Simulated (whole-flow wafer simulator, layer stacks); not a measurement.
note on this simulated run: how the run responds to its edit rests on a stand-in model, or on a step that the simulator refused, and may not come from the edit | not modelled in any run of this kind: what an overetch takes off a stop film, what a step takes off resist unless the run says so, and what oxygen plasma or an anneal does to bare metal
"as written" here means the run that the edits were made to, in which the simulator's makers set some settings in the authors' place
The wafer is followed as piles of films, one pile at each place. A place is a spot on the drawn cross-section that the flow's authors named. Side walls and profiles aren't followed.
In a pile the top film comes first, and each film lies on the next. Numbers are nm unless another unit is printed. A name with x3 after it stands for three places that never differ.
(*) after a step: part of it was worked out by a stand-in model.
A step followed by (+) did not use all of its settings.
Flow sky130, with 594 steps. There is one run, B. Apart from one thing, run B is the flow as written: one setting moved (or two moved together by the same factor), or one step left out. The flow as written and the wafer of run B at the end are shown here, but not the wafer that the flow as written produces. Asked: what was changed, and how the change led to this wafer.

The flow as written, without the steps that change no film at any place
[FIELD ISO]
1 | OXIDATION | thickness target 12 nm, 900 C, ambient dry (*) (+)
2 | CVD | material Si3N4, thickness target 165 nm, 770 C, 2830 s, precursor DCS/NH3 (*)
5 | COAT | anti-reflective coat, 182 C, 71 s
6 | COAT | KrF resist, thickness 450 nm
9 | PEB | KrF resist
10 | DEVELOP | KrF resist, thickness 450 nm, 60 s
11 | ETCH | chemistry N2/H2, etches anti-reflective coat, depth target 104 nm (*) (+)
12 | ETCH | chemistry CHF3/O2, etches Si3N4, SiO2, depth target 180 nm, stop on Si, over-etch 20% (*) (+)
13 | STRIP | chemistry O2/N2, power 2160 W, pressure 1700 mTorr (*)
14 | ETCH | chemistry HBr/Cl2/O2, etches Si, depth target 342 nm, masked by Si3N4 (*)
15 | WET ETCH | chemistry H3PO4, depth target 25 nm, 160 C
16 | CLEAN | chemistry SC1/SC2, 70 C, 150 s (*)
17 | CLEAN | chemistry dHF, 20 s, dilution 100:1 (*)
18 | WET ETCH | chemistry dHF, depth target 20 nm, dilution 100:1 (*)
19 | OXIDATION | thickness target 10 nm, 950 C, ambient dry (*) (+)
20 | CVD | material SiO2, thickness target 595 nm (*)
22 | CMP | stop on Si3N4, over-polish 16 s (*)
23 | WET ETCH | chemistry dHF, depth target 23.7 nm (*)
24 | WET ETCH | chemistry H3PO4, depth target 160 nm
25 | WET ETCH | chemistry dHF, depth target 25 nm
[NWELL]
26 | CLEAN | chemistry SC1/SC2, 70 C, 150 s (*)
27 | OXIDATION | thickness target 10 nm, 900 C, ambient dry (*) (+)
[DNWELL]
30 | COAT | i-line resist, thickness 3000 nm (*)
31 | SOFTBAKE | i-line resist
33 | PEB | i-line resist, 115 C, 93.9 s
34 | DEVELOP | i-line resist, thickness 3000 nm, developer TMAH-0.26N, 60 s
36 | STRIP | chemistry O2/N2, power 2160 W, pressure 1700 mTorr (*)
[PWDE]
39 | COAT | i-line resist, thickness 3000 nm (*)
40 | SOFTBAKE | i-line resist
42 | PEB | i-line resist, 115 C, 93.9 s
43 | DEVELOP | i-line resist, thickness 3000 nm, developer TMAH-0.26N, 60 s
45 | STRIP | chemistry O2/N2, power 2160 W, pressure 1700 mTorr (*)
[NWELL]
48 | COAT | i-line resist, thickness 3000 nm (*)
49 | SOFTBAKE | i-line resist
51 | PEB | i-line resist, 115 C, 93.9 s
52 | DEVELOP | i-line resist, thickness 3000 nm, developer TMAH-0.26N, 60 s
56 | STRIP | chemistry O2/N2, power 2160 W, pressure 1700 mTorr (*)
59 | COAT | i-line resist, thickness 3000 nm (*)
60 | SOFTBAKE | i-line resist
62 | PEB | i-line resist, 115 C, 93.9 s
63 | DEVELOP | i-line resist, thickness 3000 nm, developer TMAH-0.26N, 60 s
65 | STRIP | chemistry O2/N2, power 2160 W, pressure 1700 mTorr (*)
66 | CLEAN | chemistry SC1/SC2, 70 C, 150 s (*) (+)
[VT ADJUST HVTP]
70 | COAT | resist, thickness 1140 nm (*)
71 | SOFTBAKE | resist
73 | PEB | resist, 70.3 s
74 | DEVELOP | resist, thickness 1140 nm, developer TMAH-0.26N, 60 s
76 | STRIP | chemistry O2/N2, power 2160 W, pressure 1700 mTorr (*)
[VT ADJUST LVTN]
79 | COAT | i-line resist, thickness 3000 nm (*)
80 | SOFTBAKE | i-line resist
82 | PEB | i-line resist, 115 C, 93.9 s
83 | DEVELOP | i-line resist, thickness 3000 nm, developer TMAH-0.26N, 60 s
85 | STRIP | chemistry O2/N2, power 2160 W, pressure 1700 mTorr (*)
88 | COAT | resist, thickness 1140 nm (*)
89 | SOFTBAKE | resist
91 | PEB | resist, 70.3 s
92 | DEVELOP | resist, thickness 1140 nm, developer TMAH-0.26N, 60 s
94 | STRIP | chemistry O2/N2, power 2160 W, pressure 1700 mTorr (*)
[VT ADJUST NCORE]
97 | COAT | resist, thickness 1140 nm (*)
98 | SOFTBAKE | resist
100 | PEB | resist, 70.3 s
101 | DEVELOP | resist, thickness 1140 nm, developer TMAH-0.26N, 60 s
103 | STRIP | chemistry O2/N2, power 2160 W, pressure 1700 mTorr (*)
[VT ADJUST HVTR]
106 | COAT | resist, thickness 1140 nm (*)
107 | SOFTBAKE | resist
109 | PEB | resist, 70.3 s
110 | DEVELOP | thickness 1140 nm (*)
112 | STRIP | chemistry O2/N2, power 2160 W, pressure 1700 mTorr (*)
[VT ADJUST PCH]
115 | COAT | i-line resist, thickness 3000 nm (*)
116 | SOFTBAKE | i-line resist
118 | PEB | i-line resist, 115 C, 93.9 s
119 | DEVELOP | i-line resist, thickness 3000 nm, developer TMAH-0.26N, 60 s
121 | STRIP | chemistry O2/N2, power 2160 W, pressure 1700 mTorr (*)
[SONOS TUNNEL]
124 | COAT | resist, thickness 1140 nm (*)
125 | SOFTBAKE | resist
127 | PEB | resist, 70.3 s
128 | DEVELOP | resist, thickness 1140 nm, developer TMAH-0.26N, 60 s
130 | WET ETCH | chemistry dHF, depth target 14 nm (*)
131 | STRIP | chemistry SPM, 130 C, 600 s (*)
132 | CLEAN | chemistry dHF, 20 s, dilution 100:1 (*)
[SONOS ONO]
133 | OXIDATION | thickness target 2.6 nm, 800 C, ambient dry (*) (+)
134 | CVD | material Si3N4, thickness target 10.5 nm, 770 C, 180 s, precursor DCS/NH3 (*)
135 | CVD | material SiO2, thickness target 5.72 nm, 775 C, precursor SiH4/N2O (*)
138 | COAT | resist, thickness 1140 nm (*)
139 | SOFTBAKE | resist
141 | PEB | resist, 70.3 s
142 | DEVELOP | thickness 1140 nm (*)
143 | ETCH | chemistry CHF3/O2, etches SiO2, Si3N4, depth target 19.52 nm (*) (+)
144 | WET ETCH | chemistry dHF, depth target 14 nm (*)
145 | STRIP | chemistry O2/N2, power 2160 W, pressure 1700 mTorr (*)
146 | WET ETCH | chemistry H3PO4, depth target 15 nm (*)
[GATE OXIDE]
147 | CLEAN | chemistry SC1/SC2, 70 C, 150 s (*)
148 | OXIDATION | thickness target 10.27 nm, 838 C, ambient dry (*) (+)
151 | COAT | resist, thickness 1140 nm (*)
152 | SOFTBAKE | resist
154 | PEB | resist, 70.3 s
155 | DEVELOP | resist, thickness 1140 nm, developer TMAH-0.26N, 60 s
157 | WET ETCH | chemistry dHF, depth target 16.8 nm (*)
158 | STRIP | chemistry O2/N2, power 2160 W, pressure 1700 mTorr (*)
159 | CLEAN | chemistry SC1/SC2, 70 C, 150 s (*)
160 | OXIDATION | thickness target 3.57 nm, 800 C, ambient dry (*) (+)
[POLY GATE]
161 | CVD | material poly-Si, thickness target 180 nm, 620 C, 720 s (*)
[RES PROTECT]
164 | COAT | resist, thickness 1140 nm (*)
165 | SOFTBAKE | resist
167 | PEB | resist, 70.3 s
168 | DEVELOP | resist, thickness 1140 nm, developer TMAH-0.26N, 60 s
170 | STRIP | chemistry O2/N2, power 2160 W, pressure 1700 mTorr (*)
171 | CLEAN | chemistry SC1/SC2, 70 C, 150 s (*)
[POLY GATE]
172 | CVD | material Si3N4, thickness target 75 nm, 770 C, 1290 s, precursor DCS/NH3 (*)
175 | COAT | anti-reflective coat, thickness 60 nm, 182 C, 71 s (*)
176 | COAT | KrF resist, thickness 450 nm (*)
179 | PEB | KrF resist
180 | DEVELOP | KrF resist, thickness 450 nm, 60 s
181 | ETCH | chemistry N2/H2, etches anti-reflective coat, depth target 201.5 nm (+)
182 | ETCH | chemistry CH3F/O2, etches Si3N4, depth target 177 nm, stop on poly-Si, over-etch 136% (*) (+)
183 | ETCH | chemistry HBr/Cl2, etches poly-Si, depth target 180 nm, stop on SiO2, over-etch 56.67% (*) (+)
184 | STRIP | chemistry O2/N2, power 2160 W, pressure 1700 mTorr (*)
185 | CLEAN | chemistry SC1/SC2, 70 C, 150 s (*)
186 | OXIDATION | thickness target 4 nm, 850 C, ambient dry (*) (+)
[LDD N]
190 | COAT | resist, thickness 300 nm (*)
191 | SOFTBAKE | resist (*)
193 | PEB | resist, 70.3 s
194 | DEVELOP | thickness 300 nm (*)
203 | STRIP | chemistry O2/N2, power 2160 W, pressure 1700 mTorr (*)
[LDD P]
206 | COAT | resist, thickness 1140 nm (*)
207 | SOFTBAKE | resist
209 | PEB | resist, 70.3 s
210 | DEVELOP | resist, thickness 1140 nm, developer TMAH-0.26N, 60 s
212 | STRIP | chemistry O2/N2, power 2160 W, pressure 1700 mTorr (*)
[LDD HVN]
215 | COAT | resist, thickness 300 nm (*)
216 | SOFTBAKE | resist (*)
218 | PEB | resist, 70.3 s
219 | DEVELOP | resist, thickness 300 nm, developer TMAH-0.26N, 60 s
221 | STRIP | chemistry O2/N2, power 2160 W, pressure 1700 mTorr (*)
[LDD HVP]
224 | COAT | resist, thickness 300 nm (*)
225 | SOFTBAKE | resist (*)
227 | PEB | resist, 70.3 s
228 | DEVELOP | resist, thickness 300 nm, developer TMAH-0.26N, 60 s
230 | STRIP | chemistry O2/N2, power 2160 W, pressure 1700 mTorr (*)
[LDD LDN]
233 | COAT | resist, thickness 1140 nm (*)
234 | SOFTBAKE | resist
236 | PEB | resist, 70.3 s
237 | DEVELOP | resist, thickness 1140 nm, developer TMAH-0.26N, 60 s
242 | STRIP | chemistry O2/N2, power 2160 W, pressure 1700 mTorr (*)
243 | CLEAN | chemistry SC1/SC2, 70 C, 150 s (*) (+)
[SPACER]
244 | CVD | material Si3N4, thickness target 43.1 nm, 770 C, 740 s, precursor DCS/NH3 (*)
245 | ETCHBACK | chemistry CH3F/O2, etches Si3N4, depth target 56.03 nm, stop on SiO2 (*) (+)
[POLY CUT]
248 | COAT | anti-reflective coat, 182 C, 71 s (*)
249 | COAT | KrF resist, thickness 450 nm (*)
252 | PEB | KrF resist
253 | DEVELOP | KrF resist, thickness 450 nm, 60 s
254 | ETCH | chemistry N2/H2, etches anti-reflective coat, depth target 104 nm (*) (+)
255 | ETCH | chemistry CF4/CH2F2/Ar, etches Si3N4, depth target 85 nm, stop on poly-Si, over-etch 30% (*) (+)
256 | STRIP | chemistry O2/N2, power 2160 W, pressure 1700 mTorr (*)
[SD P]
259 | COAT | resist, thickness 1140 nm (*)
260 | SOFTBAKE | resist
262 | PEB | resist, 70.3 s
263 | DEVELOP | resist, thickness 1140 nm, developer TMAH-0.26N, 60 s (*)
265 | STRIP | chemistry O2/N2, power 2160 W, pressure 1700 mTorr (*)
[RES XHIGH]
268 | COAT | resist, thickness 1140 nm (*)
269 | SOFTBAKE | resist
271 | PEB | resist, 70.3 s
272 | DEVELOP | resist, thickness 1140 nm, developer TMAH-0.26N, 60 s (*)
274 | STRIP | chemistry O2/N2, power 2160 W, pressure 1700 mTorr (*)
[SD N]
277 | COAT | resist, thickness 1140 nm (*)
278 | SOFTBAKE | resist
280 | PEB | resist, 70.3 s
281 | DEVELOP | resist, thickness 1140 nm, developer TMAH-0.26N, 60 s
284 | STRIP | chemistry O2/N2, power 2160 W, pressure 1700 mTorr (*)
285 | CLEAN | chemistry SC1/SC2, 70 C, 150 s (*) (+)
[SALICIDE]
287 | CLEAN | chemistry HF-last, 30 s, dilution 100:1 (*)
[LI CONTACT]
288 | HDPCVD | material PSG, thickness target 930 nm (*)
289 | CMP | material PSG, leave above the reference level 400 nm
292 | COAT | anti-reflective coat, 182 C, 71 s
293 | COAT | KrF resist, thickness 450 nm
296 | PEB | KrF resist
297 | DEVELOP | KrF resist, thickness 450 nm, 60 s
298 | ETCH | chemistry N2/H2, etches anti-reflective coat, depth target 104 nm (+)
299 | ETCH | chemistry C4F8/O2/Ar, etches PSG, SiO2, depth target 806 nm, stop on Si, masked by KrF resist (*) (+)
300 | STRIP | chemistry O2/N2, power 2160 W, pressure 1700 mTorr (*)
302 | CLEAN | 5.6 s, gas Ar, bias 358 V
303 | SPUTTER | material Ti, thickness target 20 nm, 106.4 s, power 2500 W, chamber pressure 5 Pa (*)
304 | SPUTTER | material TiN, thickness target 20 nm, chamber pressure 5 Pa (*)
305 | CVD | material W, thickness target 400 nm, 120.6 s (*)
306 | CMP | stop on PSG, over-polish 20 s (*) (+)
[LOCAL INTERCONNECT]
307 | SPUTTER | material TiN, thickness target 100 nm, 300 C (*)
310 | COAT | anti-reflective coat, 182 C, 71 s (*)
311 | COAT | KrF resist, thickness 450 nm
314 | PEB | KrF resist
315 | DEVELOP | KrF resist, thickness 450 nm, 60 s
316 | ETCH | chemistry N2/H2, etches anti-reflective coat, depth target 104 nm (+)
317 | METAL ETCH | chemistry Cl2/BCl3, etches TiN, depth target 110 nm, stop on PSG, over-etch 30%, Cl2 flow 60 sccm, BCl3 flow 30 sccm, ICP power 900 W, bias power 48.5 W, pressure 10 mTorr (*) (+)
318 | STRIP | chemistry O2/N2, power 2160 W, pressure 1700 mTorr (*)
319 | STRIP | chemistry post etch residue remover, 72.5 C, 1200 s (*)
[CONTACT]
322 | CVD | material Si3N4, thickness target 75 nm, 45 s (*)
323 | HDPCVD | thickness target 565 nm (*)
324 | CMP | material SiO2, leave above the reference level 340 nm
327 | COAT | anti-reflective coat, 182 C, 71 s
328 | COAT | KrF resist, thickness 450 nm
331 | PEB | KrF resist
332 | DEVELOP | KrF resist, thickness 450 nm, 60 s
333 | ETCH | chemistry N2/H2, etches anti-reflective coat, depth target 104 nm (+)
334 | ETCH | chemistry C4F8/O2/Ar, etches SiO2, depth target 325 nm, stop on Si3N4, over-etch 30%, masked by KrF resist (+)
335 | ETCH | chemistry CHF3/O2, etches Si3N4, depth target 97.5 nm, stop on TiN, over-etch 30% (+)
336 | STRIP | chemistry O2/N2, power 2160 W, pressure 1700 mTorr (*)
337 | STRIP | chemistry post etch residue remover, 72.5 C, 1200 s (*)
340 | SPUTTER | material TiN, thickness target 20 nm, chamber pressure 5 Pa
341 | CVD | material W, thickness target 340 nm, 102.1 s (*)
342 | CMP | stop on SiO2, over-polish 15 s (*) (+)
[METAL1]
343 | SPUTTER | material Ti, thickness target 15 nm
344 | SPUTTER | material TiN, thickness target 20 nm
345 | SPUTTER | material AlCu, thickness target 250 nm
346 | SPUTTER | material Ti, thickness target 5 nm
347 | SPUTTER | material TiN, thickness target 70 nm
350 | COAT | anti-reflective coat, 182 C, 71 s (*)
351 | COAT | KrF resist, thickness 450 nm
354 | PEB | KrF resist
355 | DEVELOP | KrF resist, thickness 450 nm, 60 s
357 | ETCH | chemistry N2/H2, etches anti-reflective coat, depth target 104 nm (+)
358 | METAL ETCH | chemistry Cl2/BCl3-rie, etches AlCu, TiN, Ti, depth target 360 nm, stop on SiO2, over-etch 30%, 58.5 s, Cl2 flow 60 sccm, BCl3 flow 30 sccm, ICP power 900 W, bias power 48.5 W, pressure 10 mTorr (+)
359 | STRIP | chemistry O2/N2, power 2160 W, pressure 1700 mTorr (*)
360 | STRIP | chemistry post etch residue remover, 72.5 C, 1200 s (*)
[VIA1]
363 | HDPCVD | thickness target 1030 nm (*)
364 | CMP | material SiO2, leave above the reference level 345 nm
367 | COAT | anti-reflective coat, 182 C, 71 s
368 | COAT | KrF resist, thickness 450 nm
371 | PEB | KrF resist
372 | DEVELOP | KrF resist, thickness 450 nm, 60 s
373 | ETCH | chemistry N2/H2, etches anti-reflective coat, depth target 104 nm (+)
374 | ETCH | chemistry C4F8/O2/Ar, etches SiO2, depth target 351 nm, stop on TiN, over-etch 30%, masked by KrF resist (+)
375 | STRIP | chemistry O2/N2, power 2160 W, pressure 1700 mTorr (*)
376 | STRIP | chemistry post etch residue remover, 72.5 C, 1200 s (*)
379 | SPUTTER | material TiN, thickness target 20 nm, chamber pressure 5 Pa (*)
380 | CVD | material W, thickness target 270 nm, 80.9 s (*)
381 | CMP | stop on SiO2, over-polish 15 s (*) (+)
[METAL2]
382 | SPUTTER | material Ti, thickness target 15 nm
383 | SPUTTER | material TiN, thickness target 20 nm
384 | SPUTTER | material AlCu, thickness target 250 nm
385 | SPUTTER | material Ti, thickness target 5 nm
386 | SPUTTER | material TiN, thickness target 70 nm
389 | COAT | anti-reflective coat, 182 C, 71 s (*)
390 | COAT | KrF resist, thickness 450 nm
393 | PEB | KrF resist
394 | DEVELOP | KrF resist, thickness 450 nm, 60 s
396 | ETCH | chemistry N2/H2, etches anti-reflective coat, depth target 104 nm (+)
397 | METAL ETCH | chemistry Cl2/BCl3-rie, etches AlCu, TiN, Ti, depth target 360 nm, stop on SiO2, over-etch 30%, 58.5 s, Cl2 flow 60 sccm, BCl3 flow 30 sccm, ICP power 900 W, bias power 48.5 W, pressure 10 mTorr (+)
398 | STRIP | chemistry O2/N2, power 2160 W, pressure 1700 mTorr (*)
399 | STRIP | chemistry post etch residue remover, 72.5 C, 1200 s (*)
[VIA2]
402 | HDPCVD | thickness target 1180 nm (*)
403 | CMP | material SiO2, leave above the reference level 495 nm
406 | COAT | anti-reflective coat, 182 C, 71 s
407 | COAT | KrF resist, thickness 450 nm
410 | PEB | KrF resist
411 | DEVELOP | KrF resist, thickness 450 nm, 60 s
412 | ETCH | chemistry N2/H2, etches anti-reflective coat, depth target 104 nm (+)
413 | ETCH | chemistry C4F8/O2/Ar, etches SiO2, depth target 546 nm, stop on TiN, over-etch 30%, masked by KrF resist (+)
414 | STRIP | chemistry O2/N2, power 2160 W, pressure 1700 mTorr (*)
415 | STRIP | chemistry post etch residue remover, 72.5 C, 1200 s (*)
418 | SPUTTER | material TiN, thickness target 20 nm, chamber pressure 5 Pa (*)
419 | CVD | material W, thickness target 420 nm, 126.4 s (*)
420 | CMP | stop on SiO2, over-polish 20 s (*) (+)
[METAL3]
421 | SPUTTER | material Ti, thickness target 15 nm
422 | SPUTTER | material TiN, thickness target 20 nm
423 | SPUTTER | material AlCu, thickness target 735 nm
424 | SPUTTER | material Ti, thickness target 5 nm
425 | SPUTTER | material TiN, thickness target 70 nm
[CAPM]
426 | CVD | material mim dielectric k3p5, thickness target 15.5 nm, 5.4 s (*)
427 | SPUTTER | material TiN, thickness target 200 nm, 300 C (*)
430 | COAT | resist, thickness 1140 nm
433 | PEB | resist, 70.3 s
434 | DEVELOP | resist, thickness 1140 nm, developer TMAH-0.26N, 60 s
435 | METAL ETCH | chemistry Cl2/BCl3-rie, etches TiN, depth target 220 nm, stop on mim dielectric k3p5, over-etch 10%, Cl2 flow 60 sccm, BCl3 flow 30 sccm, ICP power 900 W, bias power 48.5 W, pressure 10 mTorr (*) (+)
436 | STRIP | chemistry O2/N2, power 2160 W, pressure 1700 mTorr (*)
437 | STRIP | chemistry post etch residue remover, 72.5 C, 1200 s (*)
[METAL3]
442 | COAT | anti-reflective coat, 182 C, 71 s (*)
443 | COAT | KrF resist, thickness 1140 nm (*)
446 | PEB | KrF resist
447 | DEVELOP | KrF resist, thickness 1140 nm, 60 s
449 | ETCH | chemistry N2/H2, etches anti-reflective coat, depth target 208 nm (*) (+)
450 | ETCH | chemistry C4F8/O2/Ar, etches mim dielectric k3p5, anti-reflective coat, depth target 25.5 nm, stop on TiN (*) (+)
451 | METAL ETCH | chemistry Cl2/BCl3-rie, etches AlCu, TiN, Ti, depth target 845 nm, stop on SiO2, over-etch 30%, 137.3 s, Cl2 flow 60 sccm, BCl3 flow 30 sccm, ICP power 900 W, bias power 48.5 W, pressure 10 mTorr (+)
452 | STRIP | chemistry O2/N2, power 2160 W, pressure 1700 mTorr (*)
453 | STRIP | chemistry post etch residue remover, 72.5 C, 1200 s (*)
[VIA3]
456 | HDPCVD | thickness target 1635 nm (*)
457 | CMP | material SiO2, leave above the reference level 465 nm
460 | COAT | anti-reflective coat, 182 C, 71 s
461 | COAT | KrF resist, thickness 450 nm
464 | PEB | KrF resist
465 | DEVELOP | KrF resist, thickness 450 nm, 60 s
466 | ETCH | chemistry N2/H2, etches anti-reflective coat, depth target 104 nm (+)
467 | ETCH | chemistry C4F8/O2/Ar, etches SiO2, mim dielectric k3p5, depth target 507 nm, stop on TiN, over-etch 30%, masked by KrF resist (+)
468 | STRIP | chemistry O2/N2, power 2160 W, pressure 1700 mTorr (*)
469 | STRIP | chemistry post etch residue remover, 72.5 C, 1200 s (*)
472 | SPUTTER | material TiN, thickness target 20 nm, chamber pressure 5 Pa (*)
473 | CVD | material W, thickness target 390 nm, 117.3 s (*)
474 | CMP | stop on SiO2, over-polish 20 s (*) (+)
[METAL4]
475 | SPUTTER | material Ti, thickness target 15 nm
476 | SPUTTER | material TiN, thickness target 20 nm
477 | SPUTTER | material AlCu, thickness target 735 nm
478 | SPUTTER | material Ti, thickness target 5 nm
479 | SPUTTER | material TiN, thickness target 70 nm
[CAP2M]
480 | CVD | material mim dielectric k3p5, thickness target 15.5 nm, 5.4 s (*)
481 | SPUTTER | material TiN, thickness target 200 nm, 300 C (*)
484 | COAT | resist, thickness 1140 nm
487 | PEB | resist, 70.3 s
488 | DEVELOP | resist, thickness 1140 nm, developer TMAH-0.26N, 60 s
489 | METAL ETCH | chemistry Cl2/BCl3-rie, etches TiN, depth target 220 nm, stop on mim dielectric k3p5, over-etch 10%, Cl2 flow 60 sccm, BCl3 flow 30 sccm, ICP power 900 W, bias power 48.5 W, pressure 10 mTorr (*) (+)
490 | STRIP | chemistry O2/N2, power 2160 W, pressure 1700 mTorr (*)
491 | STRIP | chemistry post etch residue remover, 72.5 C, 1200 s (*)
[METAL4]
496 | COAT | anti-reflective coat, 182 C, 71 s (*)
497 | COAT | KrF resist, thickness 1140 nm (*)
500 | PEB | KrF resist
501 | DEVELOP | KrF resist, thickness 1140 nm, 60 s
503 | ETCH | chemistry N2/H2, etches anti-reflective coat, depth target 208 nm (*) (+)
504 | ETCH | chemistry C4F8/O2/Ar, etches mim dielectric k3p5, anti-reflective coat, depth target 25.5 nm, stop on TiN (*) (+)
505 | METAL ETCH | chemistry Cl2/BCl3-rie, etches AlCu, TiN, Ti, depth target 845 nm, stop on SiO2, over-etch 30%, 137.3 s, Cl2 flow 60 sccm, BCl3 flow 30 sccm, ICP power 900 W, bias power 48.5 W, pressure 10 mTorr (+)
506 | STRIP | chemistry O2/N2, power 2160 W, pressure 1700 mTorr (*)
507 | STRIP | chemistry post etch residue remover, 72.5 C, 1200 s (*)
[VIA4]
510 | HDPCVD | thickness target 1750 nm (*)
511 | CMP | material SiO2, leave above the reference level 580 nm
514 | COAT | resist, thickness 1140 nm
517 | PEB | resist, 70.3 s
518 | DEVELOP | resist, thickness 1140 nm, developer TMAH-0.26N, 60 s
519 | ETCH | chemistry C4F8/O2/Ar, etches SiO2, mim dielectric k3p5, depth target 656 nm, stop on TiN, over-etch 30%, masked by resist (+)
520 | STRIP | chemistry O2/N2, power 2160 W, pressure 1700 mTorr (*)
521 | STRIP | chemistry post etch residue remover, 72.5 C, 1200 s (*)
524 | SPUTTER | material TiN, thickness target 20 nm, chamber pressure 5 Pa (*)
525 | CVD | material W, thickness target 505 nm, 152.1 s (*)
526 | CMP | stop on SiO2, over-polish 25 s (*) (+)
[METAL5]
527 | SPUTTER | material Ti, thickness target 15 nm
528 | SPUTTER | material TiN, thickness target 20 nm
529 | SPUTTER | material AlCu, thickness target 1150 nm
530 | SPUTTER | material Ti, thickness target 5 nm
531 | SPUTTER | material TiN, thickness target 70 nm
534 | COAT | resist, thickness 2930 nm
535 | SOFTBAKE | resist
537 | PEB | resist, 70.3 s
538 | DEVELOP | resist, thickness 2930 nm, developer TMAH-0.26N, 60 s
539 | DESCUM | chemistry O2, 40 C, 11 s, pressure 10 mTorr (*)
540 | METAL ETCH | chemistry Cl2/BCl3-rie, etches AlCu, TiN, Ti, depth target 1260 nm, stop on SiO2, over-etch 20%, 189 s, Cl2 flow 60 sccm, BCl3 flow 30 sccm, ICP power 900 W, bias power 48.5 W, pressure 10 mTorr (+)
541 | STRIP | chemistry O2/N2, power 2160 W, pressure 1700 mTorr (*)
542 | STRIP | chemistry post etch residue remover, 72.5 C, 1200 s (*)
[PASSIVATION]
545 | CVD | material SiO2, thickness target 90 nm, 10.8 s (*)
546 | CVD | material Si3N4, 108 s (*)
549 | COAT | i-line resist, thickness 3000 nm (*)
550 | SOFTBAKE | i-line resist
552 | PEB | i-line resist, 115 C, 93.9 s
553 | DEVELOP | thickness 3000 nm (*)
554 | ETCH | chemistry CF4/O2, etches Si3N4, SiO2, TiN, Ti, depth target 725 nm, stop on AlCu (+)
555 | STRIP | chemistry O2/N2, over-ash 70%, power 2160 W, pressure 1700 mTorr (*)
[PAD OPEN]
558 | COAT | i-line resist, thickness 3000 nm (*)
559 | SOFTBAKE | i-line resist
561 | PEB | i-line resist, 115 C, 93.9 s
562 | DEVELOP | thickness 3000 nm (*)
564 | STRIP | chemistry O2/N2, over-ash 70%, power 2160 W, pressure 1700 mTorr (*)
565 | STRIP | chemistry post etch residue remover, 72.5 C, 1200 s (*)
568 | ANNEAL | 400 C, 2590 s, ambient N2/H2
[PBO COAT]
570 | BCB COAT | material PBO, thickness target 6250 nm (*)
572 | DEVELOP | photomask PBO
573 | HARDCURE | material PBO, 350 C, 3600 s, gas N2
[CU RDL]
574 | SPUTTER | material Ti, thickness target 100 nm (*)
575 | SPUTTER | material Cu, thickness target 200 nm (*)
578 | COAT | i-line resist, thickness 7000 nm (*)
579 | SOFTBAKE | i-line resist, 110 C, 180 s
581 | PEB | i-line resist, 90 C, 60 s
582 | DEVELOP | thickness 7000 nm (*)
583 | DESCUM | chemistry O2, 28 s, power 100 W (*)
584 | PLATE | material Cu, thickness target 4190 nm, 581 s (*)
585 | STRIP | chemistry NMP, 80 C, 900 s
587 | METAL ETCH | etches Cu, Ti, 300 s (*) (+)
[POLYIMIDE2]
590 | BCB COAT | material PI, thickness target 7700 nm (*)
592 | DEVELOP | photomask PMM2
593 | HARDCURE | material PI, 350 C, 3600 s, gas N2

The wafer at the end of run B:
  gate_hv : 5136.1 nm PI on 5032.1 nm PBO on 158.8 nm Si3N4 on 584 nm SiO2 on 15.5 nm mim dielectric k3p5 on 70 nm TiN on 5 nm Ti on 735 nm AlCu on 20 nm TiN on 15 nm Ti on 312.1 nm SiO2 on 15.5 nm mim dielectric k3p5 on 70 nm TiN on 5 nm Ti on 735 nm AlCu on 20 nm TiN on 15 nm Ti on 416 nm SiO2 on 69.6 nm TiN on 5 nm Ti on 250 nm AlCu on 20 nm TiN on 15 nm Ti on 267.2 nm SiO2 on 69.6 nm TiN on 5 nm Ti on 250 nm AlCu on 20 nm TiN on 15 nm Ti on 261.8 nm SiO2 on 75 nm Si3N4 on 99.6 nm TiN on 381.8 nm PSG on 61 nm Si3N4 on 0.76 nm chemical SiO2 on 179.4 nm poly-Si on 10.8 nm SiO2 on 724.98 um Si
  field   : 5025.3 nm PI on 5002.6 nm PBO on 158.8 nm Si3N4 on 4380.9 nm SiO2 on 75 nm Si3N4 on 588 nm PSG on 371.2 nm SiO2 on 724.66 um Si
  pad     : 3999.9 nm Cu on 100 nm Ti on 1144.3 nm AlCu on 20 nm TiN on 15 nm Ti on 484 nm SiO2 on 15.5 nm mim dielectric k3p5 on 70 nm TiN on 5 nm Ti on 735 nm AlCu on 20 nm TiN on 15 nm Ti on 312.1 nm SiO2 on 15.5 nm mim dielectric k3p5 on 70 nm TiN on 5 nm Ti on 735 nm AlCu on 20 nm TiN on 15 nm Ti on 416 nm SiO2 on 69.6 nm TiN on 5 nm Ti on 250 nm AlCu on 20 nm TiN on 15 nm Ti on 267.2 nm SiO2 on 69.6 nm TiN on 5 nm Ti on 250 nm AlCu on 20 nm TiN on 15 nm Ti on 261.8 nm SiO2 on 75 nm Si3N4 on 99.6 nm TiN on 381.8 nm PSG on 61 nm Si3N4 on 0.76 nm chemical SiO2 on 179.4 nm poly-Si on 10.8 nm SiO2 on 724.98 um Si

The reason: step 457, CMP: leave above the reference level 407 nm was run, though the flow has leave above the reference level 465 nm.

The path from the change to this, step by step:
  457 | CMP | material SiO2, leave above the reference level 465 nm
      n_well, p_well, gate_hv and 99 more: -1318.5 SiO2 (in the flow as written it would be: -1260.5 SiO2)
      field, active, gate and 82 more: -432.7 SiO2 (in the flow as written it would be: -374.7 SiO2)
      (as well as at 5 more places)
  467 | ETCH | chemistry C4F8/O2/Ar, etches SiO2, mim dielectric k3p5, depth target 507 nm, stop on TiN, over-etch 30%, masked by KrF resist (+)
      field, active, n_well and 187 more: -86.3 KrF resist (in the flow as written it would be: -101.4 KrF resist)
      m1: -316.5 SiO2 (all of it), -15.5 mim dielectric k3p5 (all of it) (in the flow as written it would be: -374.5 SiO2 (all of it), -15.5 mim dielectric k3p5 (all of it))
      (as well as at 1 more place)
  468 | STRIP | chemistry O2/N2, power 2160 W, pressure 1700 mTorr (*)
      field, active, n_well and 187 more: -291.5 KrF resist (all of it), -80 anti-reflective coat (all of it) (in the flow as written it would be: -276.4 KrF resist (all of it), -80 anti-reflective coat (all of it))
  472 | SPUTTER | material TiN, thickness target 20 nm, chamber pressure 5 Pa (*)
      m1, via3_hole: +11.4 TiN (in the flow as written it would be: +10.6 TiN)
  473 | CVD | material W, thickness target 390 nm, 117.3 s (*)
      m1: +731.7 W (new film) (in the flow as written it would be: +790.5 W (new film))
      via3_hole: +731 W (new film) (in the flow as written it would be: +789.9 W (new film))
